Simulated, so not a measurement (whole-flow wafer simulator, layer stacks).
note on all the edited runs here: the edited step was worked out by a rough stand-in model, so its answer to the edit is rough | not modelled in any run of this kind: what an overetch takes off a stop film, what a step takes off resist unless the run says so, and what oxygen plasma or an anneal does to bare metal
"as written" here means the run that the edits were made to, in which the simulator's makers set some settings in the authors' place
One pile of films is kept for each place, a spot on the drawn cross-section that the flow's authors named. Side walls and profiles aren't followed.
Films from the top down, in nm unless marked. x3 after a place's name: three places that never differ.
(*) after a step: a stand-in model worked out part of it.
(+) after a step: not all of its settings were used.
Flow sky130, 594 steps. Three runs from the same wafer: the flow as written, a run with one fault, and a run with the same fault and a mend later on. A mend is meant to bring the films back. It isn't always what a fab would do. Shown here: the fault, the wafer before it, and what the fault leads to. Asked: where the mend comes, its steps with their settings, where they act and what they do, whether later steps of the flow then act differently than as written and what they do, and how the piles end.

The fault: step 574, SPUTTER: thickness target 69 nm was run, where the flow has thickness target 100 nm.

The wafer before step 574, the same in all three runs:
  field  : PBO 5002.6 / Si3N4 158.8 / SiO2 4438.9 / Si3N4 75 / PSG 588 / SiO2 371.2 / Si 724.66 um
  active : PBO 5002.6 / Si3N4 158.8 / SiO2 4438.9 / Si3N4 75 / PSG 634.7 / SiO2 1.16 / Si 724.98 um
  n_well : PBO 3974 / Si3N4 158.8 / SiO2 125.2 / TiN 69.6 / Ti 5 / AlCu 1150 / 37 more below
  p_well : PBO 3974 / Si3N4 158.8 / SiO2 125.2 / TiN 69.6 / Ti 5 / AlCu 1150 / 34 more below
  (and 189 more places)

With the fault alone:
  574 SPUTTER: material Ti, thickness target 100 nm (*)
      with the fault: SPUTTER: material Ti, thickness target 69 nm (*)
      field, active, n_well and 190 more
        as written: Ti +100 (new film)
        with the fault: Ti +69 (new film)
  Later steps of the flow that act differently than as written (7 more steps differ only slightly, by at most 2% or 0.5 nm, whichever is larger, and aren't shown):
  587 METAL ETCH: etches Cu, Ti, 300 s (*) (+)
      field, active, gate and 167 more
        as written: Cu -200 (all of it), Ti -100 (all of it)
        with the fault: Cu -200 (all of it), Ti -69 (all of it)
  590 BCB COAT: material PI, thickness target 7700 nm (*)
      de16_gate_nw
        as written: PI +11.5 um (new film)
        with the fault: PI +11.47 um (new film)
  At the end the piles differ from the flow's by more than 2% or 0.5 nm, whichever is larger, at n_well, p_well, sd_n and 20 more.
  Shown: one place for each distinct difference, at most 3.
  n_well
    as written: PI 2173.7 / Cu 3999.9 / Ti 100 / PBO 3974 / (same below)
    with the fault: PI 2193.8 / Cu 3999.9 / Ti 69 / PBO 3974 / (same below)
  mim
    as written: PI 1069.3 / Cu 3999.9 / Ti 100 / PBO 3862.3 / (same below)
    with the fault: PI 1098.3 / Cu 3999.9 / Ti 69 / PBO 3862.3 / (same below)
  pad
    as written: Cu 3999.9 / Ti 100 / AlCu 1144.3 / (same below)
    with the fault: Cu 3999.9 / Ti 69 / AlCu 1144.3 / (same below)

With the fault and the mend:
  The mend comes after step 574.
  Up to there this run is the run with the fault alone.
  574a SPUTTER: material Ti, thickness target 31 nm (*) (the flow's step 574 once more, with other settings)
      field, active, n_well and 190 more
        Ti +31
  No later step of the flow acts differently than as written at any place that is followed.
  At the end the piles are the same as the flow's at every place that both follow.
